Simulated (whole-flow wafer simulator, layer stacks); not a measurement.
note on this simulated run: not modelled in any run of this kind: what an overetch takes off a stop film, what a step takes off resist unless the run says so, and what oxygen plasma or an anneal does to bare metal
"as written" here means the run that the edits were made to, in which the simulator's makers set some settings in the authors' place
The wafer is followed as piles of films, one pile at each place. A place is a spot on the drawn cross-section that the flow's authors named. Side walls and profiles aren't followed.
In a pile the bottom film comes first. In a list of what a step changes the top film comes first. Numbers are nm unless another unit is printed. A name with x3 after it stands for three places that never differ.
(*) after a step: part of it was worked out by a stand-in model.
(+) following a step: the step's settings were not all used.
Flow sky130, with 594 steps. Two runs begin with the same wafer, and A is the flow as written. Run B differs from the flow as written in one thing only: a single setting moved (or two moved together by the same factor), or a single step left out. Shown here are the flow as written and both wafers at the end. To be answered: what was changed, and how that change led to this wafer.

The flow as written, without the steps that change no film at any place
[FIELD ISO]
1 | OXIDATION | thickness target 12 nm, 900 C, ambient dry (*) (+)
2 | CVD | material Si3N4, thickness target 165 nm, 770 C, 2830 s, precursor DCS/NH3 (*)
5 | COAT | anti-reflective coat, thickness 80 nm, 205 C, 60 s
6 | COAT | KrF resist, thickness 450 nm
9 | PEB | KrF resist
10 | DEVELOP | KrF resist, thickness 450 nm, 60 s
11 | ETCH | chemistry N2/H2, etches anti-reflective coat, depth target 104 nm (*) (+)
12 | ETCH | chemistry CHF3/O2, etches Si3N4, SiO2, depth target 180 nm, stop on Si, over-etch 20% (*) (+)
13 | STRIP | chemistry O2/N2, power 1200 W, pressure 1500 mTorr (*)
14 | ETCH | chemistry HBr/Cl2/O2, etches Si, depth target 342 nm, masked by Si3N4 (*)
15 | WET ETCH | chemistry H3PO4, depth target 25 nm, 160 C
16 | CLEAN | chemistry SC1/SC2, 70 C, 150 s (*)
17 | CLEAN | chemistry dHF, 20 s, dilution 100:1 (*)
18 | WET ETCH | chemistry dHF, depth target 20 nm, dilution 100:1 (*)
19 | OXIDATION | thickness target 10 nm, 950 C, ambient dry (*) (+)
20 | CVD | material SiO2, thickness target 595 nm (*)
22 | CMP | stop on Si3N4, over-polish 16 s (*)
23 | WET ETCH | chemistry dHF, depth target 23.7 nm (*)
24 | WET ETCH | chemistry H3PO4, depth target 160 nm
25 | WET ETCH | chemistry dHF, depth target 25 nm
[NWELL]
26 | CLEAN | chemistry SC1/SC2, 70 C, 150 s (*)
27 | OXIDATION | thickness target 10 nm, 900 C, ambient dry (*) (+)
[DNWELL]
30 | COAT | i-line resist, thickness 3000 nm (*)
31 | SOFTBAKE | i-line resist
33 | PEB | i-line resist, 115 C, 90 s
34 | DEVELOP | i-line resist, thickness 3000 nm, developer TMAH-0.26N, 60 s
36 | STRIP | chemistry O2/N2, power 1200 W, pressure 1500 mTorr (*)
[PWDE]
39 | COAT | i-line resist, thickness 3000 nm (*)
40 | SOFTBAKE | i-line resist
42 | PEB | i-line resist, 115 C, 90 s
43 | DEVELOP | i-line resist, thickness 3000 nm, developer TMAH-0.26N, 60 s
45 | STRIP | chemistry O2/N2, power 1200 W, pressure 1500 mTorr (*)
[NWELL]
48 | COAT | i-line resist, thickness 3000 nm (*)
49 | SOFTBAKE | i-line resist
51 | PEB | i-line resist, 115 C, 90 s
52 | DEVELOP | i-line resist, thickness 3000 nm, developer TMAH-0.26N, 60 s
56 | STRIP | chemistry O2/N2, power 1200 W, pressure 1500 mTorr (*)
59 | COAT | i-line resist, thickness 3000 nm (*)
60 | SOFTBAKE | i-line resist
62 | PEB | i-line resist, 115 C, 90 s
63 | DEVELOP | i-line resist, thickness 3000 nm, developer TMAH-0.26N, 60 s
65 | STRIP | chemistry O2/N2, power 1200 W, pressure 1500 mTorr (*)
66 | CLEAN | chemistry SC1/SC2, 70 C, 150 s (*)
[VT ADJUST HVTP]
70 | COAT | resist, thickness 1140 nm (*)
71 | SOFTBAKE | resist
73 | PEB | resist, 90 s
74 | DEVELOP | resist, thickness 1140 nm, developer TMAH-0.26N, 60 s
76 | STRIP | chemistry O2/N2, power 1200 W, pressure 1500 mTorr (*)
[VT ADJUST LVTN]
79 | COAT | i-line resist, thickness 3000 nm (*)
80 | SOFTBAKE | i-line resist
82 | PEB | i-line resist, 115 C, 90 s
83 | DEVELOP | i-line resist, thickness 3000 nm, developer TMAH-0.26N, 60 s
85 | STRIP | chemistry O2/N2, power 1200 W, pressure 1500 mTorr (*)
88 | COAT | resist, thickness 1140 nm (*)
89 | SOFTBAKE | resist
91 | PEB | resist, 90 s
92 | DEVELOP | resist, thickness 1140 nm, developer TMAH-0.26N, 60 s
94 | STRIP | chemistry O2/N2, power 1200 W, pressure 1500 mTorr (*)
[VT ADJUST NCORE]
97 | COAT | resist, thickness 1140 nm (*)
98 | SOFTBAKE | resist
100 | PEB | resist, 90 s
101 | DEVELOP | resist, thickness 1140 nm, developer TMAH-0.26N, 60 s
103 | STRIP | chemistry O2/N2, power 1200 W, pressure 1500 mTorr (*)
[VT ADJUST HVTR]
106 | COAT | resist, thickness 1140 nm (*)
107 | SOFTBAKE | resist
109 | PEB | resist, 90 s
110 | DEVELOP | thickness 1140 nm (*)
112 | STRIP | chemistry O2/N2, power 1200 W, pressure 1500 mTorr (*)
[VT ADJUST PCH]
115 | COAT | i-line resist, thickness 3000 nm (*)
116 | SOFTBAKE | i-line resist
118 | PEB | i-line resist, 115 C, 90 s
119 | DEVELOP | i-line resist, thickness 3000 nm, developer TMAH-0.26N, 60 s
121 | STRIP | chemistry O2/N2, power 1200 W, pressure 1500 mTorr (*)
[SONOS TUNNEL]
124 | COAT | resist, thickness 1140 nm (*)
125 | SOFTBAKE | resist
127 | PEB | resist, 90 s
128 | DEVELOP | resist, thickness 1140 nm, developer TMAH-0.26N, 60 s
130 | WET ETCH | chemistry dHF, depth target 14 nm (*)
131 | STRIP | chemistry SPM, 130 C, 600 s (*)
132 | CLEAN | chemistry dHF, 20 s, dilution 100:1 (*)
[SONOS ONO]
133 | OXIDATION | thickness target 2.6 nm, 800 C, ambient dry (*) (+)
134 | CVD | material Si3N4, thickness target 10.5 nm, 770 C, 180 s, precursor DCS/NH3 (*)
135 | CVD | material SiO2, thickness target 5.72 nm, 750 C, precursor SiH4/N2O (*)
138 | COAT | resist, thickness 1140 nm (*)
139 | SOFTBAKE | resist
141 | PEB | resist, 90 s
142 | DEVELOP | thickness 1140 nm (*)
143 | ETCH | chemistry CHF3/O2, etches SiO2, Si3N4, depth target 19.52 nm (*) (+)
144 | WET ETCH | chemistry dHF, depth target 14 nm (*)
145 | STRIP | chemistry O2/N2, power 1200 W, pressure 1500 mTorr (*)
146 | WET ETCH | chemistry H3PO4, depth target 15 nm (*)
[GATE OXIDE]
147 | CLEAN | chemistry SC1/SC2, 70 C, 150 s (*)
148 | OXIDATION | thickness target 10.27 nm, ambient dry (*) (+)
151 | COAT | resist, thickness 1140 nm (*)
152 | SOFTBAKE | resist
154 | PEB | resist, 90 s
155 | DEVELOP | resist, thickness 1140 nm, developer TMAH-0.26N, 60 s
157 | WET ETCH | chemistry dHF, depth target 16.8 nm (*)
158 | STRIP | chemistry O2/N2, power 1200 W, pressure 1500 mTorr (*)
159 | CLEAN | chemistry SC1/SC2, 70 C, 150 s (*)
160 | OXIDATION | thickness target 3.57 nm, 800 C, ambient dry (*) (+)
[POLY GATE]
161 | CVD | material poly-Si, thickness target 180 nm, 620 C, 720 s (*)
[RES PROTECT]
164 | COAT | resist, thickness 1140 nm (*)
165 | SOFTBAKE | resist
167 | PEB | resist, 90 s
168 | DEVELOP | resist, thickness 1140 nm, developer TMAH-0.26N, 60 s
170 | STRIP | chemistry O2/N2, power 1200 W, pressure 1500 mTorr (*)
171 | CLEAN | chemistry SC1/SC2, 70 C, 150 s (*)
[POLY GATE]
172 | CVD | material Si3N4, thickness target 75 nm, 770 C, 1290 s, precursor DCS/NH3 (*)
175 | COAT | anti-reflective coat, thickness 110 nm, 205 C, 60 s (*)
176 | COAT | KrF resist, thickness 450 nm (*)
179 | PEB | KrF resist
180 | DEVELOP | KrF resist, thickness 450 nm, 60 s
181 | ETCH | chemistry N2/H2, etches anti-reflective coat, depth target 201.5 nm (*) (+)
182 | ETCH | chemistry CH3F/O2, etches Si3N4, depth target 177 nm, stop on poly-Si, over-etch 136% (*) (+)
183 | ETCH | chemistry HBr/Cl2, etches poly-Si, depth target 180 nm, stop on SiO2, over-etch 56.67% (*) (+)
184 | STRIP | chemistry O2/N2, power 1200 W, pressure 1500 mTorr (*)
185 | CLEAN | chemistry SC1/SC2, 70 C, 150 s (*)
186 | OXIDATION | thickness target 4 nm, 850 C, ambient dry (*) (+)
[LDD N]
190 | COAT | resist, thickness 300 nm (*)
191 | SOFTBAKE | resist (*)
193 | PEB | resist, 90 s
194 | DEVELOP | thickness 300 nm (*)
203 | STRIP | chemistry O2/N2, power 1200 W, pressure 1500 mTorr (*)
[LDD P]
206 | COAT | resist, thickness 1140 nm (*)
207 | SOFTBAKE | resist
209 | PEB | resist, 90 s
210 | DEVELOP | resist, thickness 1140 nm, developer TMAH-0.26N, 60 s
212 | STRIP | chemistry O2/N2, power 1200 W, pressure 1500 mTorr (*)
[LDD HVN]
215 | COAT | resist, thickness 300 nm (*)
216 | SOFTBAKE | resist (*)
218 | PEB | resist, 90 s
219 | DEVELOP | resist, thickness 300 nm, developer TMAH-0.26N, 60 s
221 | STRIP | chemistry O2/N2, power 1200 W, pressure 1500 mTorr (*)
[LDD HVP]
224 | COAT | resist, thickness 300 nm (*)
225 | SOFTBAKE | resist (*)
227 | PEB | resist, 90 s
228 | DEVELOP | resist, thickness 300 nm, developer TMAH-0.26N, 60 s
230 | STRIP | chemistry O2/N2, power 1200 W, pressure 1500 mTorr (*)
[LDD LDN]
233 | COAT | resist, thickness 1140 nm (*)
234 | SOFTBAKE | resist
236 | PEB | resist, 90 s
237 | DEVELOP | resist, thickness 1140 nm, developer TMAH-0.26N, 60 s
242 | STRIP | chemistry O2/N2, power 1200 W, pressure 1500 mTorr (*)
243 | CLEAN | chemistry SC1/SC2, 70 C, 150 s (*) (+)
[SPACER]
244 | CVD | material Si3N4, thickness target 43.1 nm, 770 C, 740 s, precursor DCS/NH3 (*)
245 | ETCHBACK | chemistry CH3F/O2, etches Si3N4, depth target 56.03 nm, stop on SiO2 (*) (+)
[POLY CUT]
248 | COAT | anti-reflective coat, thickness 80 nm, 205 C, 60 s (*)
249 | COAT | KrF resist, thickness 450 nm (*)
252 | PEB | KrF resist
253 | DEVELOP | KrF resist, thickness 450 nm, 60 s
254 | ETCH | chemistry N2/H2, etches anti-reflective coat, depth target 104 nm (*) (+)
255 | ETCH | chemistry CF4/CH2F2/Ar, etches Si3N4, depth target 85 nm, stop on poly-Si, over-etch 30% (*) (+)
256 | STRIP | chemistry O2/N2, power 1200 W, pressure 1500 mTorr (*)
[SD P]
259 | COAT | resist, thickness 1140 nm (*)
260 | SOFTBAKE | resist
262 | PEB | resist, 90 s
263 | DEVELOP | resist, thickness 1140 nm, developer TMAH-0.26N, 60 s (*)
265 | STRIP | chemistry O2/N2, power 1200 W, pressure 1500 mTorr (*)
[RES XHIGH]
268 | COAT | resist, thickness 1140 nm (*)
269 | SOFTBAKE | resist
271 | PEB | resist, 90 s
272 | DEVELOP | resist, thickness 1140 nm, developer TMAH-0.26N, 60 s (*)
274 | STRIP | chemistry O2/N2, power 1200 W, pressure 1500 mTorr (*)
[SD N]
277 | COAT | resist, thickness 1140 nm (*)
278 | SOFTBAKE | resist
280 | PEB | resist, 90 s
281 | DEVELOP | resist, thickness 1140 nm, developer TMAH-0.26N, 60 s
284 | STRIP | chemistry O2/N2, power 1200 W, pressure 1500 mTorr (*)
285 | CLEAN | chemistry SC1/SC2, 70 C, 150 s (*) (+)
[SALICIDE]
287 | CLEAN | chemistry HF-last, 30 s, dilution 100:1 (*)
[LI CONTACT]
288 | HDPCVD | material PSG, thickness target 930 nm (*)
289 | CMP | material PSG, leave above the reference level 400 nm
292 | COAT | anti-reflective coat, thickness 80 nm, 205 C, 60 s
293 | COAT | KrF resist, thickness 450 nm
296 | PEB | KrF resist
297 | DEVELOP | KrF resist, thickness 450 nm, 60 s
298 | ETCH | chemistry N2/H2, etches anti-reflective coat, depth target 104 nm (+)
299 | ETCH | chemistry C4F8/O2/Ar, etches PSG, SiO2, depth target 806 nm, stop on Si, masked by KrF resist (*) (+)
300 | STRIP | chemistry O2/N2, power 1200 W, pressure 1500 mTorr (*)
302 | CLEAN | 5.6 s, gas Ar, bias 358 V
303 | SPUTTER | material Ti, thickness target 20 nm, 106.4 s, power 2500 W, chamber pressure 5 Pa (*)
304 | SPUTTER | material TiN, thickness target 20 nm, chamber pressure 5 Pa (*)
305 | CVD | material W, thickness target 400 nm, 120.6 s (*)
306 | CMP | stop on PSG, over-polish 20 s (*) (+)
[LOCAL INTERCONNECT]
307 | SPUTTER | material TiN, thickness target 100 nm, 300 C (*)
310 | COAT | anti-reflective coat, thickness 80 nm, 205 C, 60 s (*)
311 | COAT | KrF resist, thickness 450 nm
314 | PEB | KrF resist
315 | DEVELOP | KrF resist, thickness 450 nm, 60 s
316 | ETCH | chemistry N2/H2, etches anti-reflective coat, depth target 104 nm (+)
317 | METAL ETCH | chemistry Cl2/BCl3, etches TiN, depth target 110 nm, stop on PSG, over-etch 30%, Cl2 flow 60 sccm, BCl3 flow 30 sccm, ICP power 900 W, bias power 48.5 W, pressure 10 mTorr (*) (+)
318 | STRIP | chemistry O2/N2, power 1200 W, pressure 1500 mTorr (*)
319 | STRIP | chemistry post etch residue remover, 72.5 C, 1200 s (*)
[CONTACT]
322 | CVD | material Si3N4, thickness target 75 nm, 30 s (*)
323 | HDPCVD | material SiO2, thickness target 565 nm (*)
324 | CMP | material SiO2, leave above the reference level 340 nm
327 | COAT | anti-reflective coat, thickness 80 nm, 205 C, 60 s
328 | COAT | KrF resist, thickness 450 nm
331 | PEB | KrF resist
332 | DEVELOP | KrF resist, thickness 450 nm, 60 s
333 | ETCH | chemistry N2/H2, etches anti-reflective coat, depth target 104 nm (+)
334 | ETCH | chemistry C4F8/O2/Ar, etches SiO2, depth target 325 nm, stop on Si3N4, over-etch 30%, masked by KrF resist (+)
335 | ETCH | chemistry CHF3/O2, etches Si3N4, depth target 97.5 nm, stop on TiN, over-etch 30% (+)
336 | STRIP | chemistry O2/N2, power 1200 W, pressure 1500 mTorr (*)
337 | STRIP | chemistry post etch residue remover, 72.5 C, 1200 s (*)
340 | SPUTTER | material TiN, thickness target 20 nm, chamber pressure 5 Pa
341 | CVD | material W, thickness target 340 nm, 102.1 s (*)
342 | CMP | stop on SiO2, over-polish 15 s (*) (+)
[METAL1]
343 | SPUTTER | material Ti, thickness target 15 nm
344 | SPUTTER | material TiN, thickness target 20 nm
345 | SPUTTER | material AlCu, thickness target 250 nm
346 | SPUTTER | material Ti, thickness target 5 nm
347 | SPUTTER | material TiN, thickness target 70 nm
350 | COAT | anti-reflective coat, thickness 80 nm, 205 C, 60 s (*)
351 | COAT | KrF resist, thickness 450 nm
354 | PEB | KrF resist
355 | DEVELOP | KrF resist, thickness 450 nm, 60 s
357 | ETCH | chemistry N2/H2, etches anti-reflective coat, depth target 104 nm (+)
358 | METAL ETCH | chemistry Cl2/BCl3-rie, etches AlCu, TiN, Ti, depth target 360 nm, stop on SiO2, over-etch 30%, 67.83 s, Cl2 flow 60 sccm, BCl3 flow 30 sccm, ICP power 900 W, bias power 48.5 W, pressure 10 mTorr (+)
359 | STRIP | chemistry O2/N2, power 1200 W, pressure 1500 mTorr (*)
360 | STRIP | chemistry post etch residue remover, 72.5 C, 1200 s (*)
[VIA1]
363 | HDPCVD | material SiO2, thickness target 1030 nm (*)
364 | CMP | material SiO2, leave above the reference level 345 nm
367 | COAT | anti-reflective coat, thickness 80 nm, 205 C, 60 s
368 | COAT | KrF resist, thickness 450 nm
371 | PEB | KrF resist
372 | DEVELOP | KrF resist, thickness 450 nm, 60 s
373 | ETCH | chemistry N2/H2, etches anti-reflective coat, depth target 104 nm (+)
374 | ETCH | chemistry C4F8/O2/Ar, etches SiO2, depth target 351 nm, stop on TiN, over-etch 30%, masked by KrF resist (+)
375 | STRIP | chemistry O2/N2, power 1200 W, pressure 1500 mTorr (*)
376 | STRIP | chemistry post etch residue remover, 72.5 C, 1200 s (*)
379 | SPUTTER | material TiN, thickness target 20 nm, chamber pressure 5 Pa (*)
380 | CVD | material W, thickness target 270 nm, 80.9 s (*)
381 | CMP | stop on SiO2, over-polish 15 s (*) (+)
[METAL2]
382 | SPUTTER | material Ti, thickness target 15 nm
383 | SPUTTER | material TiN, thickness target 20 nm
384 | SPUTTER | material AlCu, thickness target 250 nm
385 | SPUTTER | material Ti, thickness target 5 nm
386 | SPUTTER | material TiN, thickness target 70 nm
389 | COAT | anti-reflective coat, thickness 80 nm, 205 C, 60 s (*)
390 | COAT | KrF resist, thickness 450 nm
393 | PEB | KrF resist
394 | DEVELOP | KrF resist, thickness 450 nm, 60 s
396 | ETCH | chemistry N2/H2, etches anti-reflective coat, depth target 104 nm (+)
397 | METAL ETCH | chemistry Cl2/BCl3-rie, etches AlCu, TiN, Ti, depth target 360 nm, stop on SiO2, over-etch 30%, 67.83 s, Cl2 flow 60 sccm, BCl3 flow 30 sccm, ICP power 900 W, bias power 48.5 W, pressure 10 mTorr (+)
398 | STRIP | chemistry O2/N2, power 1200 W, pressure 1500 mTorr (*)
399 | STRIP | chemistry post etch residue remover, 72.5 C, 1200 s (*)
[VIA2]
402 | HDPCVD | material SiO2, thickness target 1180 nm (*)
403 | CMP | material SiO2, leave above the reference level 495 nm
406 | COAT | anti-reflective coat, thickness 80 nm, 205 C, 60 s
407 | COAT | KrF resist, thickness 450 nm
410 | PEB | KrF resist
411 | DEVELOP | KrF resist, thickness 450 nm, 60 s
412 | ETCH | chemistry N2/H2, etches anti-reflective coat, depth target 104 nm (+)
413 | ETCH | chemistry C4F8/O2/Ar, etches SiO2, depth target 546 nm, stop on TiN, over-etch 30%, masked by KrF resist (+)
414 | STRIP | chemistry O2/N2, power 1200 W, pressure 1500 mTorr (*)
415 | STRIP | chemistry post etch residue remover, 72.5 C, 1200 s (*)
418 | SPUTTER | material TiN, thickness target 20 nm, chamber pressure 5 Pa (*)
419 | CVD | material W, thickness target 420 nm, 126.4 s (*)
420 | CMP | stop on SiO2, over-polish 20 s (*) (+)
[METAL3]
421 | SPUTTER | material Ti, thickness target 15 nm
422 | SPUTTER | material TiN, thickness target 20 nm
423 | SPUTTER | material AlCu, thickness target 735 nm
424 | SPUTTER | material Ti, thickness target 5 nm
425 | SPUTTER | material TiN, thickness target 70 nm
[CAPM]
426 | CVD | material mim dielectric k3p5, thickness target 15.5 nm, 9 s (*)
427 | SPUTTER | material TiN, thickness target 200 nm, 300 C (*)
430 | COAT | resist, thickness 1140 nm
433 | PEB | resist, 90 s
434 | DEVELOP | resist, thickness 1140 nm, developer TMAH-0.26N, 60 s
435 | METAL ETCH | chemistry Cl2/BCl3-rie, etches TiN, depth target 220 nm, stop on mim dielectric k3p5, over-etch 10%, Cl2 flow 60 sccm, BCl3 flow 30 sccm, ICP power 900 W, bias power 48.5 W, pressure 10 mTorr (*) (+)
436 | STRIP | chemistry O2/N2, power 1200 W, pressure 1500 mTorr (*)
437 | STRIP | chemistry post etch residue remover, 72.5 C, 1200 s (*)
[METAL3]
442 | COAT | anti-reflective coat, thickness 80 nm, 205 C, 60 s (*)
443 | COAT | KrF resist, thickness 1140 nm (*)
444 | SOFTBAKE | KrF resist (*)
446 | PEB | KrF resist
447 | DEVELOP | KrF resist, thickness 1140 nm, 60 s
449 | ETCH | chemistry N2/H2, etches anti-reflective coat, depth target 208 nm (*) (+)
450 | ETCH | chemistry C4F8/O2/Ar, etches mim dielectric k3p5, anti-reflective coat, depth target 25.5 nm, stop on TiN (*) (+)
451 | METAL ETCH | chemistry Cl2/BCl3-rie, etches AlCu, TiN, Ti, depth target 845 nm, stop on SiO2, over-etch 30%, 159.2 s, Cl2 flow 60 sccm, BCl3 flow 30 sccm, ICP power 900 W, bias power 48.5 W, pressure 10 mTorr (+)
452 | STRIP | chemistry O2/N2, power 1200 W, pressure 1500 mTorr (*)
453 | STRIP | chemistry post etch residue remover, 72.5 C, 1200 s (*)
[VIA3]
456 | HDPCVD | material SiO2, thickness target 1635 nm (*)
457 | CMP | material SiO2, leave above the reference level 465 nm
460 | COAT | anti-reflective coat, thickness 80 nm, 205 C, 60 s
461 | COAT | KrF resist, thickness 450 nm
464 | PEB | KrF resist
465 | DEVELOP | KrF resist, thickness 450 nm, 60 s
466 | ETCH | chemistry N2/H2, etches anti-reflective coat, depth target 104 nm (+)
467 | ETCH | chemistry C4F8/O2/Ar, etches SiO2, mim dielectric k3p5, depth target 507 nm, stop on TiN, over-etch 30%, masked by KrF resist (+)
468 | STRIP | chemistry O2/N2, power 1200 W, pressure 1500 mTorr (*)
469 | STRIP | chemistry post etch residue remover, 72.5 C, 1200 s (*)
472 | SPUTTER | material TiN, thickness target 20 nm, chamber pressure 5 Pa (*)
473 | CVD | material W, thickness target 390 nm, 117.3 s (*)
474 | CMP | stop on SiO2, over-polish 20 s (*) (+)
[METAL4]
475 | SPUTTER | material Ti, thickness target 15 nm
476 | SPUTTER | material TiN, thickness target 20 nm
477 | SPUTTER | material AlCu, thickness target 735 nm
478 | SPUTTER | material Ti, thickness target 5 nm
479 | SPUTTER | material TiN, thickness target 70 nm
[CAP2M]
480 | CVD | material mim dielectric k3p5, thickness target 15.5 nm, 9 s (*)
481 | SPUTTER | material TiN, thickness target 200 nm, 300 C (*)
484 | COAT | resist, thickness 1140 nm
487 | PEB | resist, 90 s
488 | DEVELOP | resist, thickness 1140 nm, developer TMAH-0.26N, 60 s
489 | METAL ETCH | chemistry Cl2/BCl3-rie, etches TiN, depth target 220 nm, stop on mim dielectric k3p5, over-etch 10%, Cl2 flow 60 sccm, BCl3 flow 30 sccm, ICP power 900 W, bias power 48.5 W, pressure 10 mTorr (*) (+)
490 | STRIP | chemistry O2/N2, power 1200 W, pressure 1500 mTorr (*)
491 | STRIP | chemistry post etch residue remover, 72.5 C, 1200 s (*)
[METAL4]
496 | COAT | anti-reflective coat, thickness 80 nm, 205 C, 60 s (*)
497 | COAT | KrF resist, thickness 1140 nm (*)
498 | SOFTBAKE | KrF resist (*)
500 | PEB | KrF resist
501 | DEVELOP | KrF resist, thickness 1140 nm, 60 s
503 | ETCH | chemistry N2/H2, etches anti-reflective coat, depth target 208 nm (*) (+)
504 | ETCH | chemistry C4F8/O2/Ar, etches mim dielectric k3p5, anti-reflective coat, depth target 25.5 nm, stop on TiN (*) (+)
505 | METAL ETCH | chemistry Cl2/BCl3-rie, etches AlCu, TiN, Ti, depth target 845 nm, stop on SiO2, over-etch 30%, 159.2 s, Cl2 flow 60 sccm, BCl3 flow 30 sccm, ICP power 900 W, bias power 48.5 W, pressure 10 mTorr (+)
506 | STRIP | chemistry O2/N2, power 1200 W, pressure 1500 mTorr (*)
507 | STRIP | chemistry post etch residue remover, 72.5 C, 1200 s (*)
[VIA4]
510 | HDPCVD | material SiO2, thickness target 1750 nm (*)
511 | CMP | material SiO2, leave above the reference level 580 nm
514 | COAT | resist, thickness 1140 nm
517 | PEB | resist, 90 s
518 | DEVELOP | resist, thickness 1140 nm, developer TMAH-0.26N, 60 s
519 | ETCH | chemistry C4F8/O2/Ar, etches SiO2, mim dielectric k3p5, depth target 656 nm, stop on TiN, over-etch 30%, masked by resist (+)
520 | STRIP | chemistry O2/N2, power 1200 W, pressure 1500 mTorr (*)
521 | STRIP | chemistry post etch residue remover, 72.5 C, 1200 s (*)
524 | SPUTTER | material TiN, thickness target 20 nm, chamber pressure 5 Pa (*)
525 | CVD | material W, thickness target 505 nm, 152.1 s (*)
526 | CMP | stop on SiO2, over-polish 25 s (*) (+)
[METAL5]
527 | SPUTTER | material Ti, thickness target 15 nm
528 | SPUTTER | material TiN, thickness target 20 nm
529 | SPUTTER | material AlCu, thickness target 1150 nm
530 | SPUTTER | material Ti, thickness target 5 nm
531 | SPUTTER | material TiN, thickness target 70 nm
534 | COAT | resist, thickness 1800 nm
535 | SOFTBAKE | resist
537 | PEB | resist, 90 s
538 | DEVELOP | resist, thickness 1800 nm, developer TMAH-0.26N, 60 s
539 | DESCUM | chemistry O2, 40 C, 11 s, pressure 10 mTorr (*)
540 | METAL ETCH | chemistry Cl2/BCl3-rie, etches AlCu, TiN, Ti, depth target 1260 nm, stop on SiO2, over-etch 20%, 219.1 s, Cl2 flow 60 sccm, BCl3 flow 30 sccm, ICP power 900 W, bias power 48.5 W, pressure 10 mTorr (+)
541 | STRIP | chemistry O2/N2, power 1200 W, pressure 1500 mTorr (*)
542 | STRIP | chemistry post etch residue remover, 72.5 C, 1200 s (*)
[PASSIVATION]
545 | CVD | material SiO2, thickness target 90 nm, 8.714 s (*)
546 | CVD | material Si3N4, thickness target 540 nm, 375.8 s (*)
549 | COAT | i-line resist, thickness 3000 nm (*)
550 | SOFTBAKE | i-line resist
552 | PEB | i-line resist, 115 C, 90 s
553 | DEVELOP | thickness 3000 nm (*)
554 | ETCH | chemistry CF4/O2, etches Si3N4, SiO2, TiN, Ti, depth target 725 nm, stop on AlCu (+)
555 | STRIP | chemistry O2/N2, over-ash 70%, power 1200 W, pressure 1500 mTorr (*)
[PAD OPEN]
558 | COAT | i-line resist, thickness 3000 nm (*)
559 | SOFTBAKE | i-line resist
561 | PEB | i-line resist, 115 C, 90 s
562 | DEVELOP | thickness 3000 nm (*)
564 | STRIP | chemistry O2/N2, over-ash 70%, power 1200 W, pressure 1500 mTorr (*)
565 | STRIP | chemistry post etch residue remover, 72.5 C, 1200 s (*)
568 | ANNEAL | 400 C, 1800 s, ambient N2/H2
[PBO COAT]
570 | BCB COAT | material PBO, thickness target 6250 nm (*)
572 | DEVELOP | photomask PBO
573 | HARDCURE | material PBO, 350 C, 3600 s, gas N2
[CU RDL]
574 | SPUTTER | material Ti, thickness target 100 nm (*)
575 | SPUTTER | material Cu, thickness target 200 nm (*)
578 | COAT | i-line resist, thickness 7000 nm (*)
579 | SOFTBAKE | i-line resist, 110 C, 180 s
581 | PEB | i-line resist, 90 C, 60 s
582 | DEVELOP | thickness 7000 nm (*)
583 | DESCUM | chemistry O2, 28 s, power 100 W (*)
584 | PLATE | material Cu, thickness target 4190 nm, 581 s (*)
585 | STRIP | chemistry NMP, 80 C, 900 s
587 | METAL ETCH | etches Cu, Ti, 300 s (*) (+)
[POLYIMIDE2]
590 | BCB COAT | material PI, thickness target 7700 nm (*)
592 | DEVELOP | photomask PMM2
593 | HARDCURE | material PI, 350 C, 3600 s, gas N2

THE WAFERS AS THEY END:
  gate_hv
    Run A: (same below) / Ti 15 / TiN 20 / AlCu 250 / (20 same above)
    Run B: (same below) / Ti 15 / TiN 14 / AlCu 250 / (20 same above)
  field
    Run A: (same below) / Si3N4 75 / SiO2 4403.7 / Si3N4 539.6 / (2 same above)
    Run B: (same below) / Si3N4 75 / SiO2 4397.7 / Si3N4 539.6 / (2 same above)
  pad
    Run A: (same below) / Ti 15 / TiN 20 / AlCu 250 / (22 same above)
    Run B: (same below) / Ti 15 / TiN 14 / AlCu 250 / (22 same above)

The reason: step 383, SPUTTER: thickness target 14 nm was run, while the flow as written has thickness target 20 nm.
One can read it off the wafer: gate_hv has TiN 14, and step 383 as written asks for 20 nm.

Step by step, how the change led to this:
  383 | SPUTTER | material TiN, thickness target 20 nm
      field, active, n_well and 188 more: A TiN gains 20 (new film) | B TiN gains 14 (new film)
  397 | METAL ETCH | chemistry Cl2/BCl3-rie, etches AlCu, TiN, Ti, depth target 360 nm, stop on SiO2, over-etch 30%, 67.83 s, Cl2 flow 60 sccm, BCl3 flow 30 sccm, ICP power 900 W, bias power 48.5 W, pressure 10 mTorr (+)
      field, active, gate and 82 more: A TiN loses 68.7 (all of it), Ti loses 5 (all of it), AlCu loses 250 (all of it), TiN loses 20 (all of it), Ti loses 15 (all of it), SiO2 loses 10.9 | B TiN loses 68.7 (all of it), Ti loses 5 (all of it), AlCu loses 250 (all of it), TiN loses 14 (all of it), Ti loses 15 (all of it), SiO2 loses 11.5
